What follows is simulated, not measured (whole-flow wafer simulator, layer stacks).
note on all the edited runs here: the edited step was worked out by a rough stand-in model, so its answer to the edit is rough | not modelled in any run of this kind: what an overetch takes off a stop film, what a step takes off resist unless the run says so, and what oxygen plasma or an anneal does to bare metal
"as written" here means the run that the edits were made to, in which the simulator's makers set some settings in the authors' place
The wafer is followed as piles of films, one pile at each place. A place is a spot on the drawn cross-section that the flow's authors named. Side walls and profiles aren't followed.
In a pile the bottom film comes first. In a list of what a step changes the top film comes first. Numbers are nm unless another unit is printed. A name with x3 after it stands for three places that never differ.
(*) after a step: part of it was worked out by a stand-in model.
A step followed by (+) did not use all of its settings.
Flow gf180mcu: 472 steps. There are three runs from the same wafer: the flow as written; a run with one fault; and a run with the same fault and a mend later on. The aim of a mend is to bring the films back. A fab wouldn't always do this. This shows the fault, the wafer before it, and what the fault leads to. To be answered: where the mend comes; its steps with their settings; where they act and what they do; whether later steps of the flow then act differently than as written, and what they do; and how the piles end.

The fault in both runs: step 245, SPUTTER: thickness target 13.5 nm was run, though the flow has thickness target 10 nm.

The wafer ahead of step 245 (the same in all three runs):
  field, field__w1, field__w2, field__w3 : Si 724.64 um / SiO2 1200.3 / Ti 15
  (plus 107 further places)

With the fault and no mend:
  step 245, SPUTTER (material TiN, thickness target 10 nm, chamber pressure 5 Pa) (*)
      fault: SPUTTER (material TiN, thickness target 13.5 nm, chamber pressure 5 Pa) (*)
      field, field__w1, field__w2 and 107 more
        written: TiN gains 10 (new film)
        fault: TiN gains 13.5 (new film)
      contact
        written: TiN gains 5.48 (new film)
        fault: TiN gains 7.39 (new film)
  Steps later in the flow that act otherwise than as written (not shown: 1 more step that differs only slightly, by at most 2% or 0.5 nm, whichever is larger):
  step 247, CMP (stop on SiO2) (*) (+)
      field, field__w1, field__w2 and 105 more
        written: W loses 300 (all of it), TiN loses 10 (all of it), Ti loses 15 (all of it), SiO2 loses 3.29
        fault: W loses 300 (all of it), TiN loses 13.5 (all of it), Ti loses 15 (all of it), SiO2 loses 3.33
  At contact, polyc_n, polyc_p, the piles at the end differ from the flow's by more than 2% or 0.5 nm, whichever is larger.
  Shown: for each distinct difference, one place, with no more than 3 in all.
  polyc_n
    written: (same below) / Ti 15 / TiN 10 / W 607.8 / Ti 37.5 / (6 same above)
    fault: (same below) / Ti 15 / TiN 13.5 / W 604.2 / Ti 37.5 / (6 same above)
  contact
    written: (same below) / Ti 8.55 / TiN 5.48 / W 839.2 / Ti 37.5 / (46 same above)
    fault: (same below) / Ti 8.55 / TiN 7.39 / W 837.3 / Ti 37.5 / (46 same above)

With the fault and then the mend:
  The mend follows step 245.
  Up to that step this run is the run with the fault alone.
  step 245a, METAL ETCH (chemistry Cl2/BCl3, etches TiN, AlCu, Ti, depth target 3.5 nm, Cl2 flow 80 sccm, BCl3 flow 40 sccm, ICP power 800 W, bias power 140 W, pressure 8 mTorr)
      field, field__w1, field__w2 and 108 more
        TiN loses 3.5
  None of the later steps of the flow differs from how it acts as written, at any place that is followed, by more than 2% or 0.5 nm, whichever is larger.
  At contact, the piles at the end differ from the flow's by more than 2% or 0.5 nm, whichever is larger.
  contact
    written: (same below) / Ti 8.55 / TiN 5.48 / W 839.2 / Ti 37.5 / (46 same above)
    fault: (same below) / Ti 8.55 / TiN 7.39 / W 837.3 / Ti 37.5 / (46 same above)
    mend: (same below) / Ti 8.55 / TiN 3.89 / W 840.8 / Ti 37.5 / (46 same above)
